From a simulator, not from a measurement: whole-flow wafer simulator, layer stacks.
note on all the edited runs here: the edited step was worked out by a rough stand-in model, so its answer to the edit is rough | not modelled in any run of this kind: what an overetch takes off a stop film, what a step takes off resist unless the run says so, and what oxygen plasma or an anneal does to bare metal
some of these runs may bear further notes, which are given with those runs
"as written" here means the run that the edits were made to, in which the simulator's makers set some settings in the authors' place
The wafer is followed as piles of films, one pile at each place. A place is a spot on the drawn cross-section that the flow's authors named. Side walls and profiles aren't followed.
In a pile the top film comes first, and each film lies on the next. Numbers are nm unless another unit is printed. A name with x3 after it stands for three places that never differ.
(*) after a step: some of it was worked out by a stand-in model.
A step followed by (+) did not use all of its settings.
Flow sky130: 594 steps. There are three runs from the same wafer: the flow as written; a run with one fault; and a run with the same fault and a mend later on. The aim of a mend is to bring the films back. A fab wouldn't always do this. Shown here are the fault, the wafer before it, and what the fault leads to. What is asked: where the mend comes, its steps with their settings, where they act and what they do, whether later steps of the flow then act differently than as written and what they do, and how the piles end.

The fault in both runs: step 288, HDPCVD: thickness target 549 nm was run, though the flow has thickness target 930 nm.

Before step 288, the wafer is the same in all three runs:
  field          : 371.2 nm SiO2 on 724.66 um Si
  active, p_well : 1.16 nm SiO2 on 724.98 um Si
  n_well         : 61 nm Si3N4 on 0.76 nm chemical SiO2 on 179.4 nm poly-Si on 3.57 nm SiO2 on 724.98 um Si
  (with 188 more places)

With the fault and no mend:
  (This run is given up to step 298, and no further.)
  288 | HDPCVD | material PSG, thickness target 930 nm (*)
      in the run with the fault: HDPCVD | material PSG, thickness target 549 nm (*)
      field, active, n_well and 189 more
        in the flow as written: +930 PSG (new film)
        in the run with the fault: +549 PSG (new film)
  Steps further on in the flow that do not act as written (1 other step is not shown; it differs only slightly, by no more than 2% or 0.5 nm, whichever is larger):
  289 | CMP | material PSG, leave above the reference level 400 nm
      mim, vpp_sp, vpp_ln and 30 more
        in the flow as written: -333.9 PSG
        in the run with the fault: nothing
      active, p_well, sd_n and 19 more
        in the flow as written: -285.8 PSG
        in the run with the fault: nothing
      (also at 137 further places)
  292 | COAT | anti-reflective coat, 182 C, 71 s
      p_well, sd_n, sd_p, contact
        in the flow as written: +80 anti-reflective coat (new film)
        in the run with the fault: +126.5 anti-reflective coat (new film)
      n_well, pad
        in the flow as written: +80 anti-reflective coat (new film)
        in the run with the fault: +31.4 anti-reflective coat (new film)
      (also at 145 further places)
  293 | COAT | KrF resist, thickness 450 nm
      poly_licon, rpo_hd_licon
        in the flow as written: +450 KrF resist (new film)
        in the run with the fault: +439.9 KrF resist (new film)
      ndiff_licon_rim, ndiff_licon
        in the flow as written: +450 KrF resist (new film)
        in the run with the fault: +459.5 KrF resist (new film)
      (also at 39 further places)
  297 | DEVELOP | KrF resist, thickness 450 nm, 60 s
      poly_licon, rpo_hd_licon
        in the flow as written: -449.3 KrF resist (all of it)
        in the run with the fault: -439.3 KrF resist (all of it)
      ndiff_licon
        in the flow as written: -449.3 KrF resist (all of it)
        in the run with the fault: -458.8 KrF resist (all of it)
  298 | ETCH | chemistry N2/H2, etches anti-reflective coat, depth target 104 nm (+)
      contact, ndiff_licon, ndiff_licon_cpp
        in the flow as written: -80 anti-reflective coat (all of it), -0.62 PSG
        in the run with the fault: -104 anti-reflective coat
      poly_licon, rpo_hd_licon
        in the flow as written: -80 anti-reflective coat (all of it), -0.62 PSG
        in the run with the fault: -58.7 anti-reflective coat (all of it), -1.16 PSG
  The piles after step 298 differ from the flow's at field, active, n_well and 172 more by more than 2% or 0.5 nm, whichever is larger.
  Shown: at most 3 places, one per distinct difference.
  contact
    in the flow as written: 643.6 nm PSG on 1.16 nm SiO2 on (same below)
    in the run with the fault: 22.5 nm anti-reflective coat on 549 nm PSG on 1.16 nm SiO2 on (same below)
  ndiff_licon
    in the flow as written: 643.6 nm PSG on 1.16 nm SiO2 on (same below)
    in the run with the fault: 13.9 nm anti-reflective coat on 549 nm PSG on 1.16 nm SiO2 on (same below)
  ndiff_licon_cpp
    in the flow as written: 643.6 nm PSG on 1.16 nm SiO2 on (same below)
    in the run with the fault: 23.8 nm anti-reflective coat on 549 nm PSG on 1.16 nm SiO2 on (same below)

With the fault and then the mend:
  After step 288 comes the mend.
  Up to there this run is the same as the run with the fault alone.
  288a | HDPCVD | material PSG, thickness target 381 nm (*) (a further turn of the flow's step 288, with different settings)
      field, active, n_well and 189 more
        +381 PSG
  Every later step of the flow that is run acts as written, at every place that is followed, to within 2% or 0.5 nm, whichever is larger.
  When the end is reached, the piles differ only a little from the flow's at the places that both follow, at most by 2% or 0.5 nm, whichever is larger.
